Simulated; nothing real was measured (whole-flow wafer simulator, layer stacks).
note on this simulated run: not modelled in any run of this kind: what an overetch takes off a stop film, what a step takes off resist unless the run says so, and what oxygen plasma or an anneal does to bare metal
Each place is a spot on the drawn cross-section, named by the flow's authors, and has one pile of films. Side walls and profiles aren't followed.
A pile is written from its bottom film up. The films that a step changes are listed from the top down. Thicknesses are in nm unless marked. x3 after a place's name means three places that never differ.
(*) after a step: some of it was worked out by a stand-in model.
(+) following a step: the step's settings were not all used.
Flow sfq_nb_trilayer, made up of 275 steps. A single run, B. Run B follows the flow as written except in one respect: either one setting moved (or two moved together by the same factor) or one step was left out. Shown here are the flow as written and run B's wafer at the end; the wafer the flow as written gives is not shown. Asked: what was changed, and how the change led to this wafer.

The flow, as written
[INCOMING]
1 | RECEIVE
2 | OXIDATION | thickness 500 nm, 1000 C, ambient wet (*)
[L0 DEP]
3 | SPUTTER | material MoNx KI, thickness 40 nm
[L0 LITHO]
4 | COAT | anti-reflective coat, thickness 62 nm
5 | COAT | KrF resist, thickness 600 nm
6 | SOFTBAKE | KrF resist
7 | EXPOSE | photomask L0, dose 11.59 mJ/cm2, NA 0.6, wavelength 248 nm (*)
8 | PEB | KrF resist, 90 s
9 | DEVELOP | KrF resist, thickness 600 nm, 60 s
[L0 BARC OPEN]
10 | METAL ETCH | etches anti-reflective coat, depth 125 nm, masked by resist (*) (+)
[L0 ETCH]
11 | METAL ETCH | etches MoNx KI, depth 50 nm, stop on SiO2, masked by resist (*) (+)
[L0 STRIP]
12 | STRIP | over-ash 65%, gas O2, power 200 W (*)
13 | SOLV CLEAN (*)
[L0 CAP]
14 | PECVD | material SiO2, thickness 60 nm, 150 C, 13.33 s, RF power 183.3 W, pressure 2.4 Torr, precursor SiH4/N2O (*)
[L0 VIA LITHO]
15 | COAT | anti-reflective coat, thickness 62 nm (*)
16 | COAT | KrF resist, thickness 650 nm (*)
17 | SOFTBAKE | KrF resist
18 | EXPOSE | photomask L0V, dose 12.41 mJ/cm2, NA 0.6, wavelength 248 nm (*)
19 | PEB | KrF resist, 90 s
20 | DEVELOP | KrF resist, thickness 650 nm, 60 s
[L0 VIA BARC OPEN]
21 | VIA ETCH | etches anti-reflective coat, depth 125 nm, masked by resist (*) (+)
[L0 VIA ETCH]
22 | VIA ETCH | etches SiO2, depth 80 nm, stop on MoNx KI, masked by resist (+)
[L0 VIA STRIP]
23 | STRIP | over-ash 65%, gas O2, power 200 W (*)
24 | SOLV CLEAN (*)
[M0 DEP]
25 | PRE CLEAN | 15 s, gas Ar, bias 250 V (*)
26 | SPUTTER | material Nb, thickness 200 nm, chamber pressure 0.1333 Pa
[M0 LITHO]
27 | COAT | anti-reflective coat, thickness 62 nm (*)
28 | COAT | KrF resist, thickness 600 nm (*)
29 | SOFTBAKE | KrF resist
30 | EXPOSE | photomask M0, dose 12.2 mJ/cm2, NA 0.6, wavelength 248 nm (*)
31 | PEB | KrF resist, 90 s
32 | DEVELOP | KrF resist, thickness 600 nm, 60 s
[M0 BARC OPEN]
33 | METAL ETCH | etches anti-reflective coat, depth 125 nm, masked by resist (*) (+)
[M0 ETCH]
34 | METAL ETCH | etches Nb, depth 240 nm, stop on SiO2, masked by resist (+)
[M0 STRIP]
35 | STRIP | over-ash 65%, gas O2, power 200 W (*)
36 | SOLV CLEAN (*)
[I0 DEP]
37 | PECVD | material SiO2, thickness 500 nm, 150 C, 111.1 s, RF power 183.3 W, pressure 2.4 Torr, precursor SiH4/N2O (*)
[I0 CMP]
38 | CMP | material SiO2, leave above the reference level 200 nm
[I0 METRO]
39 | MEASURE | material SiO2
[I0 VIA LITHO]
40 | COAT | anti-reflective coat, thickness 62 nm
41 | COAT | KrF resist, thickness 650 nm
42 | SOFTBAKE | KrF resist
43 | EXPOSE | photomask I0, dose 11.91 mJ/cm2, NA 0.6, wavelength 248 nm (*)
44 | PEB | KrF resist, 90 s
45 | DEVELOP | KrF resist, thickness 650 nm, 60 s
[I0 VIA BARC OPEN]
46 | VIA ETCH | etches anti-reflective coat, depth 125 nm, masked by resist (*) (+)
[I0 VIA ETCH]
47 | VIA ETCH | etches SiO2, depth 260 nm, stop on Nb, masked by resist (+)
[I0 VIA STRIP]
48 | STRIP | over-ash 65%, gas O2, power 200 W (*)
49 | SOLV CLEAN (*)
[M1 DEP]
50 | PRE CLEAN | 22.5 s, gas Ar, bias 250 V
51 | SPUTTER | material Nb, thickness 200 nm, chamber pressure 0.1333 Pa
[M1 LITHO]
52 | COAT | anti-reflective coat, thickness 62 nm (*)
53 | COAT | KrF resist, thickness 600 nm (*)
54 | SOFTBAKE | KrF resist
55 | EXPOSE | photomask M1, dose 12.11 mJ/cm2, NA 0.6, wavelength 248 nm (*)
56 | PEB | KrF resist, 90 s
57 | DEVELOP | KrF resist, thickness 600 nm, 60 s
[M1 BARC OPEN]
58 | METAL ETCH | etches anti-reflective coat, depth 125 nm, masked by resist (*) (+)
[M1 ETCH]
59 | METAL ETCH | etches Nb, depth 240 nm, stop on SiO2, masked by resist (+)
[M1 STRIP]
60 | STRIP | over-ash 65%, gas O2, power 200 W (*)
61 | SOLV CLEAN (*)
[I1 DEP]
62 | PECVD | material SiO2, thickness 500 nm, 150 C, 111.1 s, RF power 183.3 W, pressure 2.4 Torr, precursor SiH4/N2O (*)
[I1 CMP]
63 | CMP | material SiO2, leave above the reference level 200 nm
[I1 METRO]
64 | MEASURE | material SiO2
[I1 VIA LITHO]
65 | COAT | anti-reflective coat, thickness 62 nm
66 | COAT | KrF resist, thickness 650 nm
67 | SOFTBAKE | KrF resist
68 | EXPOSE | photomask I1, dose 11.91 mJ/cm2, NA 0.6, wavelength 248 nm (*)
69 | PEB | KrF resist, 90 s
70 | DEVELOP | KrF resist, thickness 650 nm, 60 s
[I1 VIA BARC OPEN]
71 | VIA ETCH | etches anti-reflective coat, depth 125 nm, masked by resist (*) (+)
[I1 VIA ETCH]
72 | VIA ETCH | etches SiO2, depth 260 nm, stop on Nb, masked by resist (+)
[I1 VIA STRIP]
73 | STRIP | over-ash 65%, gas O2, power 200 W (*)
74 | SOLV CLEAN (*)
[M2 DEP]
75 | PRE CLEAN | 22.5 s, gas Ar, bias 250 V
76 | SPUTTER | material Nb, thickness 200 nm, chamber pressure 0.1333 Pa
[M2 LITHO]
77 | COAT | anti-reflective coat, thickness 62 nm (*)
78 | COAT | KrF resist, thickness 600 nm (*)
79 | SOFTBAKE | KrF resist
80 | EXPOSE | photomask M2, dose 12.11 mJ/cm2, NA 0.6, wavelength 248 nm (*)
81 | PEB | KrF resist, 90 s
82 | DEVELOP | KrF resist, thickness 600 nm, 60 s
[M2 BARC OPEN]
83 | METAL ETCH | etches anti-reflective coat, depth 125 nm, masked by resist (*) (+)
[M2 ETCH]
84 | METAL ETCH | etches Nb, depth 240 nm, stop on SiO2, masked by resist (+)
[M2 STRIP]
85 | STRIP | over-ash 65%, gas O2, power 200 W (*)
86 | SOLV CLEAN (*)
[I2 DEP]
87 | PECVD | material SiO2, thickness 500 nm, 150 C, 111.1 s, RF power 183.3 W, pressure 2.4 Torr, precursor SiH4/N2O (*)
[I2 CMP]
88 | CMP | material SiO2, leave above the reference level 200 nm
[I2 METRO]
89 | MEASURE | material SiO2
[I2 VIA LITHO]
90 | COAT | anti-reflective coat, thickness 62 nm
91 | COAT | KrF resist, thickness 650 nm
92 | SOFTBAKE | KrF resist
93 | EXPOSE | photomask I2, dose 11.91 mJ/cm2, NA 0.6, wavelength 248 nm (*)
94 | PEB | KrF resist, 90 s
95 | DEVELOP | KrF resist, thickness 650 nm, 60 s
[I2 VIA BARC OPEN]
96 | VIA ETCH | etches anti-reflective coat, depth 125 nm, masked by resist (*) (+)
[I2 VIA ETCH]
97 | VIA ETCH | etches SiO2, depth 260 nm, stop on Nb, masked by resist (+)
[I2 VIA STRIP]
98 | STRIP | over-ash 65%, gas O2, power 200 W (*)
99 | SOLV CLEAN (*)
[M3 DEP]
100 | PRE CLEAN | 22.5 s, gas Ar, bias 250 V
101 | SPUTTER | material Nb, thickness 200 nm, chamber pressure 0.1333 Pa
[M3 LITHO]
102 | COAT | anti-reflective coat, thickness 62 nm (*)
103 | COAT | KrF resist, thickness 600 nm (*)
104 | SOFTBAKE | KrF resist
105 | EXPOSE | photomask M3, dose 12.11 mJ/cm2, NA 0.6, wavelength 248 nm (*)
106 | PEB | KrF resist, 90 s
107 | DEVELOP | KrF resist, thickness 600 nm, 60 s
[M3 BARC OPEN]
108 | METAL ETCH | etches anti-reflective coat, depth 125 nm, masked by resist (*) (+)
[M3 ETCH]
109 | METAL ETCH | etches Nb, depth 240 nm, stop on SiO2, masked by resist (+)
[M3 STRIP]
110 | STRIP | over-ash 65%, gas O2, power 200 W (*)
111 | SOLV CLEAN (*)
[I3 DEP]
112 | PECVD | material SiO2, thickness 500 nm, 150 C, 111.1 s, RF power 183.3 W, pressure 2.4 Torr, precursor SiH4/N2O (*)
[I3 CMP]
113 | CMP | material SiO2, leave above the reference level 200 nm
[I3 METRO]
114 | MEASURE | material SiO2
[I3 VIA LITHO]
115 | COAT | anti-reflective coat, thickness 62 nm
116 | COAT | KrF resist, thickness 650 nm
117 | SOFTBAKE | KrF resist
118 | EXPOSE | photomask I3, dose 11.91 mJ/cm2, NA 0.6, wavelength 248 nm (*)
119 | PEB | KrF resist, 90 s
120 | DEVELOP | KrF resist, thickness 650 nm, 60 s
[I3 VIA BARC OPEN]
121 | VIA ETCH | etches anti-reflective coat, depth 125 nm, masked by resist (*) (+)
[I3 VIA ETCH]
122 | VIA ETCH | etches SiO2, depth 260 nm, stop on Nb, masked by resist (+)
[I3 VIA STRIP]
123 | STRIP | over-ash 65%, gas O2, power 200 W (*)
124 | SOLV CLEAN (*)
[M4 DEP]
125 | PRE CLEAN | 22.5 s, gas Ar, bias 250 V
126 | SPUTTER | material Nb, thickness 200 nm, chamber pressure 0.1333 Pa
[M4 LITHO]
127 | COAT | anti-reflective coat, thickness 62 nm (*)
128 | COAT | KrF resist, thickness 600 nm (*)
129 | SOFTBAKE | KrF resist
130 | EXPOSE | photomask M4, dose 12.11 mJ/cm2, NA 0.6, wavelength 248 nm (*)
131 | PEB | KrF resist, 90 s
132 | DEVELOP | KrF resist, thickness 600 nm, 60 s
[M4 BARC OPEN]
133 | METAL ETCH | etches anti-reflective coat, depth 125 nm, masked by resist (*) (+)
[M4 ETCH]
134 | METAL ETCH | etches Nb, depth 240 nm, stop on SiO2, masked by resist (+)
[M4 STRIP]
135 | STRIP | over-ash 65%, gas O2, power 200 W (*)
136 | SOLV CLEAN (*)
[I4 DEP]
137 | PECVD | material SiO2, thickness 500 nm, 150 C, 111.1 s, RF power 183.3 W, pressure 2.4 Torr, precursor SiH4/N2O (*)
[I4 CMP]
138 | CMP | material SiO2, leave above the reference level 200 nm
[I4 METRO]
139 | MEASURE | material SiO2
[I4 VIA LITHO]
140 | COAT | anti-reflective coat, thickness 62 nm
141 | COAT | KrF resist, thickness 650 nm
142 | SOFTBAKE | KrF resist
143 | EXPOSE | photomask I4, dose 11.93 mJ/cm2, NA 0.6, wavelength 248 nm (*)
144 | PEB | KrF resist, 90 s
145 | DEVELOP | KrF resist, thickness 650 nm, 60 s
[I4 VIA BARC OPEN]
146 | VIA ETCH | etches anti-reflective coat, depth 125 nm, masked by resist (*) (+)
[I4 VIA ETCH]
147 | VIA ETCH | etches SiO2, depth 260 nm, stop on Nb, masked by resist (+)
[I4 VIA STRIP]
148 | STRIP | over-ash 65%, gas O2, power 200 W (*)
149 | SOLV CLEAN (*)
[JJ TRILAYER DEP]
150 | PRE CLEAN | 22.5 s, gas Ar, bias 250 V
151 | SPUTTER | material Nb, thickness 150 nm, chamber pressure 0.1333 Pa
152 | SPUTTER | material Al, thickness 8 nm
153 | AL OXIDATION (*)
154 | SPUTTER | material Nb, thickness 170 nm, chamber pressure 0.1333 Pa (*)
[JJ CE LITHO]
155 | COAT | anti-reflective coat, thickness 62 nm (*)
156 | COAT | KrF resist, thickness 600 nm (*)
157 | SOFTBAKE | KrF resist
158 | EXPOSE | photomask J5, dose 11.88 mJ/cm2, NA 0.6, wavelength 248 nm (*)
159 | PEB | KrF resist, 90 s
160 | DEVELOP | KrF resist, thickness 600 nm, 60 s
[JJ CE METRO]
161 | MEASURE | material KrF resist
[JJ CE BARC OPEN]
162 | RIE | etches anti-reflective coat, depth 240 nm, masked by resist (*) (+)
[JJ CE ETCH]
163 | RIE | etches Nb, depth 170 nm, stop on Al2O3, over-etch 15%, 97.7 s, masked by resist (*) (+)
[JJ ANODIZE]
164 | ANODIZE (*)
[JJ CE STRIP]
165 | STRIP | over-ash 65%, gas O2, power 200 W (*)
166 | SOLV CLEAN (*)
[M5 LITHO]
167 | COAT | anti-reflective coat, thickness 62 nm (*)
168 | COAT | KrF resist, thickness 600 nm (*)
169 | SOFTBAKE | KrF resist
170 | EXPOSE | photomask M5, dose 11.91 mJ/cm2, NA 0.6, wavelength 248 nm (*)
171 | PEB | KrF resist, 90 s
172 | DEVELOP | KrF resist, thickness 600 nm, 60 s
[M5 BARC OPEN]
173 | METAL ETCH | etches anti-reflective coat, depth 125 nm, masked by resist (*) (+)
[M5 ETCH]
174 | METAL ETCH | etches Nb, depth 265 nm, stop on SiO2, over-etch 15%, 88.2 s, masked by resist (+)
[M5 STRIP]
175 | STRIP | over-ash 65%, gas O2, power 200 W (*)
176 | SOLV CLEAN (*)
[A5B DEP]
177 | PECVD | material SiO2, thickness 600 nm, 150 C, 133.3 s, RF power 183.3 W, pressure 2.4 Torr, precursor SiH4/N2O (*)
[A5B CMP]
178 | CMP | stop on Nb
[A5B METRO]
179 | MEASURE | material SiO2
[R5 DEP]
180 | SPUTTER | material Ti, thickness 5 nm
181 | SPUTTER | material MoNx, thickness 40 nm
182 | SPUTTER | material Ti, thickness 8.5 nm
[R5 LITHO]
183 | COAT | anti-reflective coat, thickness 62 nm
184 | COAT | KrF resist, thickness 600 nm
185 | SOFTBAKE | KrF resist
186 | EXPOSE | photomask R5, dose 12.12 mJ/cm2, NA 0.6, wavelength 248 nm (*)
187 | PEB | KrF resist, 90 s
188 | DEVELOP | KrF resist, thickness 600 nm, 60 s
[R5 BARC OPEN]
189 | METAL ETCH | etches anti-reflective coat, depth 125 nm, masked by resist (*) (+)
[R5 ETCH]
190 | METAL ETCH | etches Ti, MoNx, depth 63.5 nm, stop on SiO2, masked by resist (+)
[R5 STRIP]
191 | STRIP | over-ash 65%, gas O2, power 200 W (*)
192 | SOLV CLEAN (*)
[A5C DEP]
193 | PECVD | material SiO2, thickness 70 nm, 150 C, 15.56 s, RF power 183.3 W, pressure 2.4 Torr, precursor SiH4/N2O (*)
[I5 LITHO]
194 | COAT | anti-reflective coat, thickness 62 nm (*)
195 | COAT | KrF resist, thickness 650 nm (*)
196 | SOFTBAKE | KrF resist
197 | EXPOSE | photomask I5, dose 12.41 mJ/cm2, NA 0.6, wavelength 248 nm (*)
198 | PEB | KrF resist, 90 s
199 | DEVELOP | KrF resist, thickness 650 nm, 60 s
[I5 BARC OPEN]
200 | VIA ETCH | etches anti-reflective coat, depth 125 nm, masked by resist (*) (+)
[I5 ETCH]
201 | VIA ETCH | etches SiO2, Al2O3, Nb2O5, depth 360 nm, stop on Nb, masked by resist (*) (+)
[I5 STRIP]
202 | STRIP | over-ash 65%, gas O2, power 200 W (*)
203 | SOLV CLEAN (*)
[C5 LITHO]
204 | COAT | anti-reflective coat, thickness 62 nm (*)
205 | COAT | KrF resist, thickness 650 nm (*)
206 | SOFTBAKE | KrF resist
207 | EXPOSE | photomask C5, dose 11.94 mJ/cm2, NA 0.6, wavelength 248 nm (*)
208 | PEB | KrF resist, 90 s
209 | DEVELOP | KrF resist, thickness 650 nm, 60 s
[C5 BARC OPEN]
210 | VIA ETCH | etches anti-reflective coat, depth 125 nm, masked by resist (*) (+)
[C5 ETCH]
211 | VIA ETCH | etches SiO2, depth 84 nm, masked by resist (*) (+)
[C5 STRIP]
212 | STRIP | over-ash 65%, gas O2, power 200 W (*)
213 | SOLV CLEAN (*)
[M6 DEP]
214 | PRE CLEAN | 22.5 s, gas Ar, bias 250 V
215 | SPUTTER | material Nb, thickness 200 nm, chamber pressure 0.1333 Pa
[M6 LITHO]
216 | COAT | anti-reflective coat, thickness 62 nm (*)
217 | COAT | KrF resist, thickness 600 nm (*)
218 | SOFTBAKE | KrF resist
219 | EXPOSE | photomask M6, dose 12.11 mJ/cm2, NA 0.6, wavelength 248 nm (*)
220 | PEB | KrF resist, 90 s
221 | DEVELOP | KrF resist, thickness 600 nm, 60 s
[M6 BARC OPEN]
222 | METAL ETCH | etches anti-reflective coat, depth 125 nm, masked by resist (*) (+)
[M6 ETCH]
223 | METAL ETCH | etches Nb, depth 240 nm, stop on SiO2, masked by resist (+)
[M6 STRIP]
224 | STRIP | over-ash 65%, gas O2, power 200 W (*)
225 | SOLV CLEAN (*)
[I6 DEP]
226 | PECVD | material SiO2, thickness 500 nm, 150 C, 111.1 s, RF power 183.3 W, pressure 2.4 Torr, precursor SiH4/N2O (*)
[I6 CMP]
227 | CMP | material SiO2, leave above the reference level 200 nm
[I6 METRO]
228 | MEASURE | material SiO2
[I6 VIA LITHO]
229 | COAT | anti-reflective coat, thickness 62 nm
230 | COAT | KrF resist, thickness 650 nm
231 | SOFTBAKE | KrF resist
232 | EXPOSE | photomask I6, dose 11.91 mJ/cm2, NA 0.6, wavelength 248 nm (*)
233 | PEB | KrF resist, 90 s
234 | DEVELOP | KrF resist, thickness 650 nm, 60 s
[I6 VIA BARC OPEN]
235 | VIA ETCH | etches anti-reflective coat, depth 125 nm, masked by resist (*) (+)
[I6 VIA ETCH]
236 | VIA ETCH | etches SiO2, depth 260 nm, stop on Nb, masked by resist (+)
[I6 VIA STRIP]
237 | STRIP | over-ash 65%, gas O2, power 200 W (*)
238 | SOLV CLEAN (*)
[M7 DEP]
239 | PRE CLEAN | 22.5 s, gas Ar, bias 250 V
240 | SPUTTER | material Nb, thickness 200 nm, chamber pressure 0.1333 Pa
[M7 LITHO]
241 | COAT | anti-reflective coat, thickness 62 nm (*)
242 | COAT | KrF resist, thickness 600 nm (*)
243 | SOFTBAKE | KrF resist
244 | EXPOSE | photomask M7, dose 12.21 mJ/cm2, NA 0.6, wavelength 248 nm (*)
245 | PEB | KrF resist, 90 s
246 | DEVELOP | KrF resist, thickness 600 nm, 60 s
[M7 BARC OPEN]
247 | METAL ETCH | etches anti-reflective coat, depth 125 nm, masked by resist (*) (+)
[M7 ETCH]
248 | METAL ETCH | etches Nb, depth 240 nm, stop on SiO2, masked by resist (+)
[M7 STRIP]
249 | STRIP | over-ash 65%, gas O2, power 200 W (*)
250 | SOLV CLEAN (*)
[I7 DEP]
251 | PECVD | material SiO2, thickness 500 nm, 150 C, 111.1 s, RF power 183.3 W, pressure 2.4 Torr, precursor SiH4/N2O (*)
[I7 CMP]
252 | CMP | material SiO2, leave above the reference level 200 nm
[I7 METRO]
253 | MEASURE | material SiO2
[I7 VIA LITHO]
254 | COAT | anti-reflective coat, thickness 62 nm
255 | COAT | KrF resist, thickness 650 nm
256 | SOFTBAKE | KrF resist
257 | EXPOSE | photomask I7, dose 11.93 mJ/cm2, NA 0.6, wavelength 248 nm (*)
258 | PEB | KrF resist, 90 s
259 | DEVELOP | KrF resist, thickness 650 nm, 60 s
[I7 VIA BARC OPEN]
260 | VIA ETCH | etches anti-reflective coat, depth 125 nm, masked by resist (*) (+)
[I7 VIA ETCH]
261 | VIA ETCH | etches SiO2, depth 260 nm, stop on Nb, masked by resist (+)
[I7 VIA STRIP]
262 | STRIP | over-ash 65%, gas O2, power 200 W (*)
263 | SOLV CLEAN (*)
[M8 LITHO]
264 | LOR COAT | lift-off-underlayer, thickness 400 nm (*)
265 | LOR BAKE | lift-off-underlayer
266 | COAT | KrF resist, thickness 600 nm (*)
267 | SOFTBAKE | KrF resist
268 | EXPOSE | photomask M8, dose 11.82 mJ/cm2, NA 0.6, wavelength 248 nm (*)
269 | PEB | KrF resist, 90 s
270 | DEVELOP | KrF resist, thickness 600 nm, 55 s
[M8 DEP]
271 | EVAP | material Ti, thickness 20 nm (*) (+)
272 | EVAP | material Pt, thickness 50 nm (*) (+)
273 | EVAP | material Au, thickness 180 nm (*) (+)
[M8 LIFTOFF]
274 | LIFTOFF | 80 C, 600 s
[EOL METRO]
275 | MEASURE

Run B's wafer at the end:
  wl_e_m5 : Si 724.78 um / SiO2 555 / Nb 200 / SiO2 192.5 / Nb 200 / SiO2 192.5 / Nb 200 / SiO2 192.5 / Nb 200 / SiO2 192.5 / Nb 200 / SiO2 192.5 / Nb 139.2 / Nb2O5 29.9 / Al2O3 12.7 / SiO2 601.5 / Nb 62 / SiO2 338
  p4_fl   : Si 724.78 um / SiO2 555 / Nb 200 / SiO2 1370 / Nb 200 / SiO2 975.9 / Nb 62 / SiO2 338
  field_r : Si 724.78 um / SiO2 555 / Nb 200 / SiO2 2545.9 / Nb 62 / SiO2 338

What caused this: step 248, METAL ETCH: depth 138 nm was run, whereas the flow has depth 240 nm.

Step by step, how the change led to this:
  248 | METAL ETCH | etches Nb, depth 240 nm, stop on SiO2, masked by resist (+)
      field_l, field_r, lsp_l and 62 more: Nb loses 138 (as written it would have been: Nb loses 200 (all of it))
      v_sur, via_wl, via_w and 38 more: KrF resist loses 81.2 (as written it would have been: KrF resist loses 141.2)
  249 | STRIP | over-ash 65%, gas O2, power 200 W (*)
      wl_j_sl, wl_jj, wl_j_sr and 14 more: KrF resist loses 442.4 (all of it), anti-reflective coat loses 62 (all of it) (as written it would have been: KrF resist loses 382.4 (all of it), anti-reflective coat loses 62 (all of it))
      ln_m5, lsp_m, ln_m6, lsp_r: KrF resist loses 441.9 (all of it), anti-reflective coat loses 61.8 (all of it) (as written it would have been: KrF resist loses 381.9 (all of it), anti-reflective coat loses 61.8 (all of it))
      (and at 20 other places as well)
  251 | PECVD | material SiO2, thickness 500 nm, 150 C, 111.1 s, RF power 183.3 W, pressure 2.4 Torr, precursor SiH4/N2O (*)
      field_l, p4_fl, p4_fm and 56 more: SiO2 gains 500 (new film) (as written it would have been: SiO2 gains 500)
      field_r, lsp_l: SiO2 gains 484.6 (new film) (as written it would have been: SiO2 gains 477.7)
      (and at 4 other places as well)
  252 | CMP | material SiO2, leave above the reference level 200 nm
      field_l, p4_fl, p4_fm and 56 more: SiO2 loses 162 (as written it would have been: SiO2 loses 100)
      field_r, lsp_l: SiO2 loses 146.6 (as written it would have been: SiO2 loses 77.7)
      (and at 4 other places as well)
With metal films that touch counted as one body, wl_e_m5 has 7 bodies (between them, from the top down: SiO2 601.5 / Al2O3 12.7 / Nb2O5 29.9; SiO2 192.5; SiO2 192.5; SiO2 192.5; SiO2 192.5; SiO2 192.5); the flow as written gives 6 bodies (between them, from the top down: SiO2 192.5; SiO2 192.5; SiO2 192.5; SiO2 192.5; SiO2 192.5).
With metal films that touch counted as one body, p4_fl has 3 bodies (between them, from the top down: SiO2 975.9; SiO2 1370); the flow as written gives 2 bodies (between them, from the top down: SiO2 1370).
With metal films that touch counted as one body, field_r has 2 bodies (between them, from the top down: SiO2 2545.9); the flow as written gives 1 body.
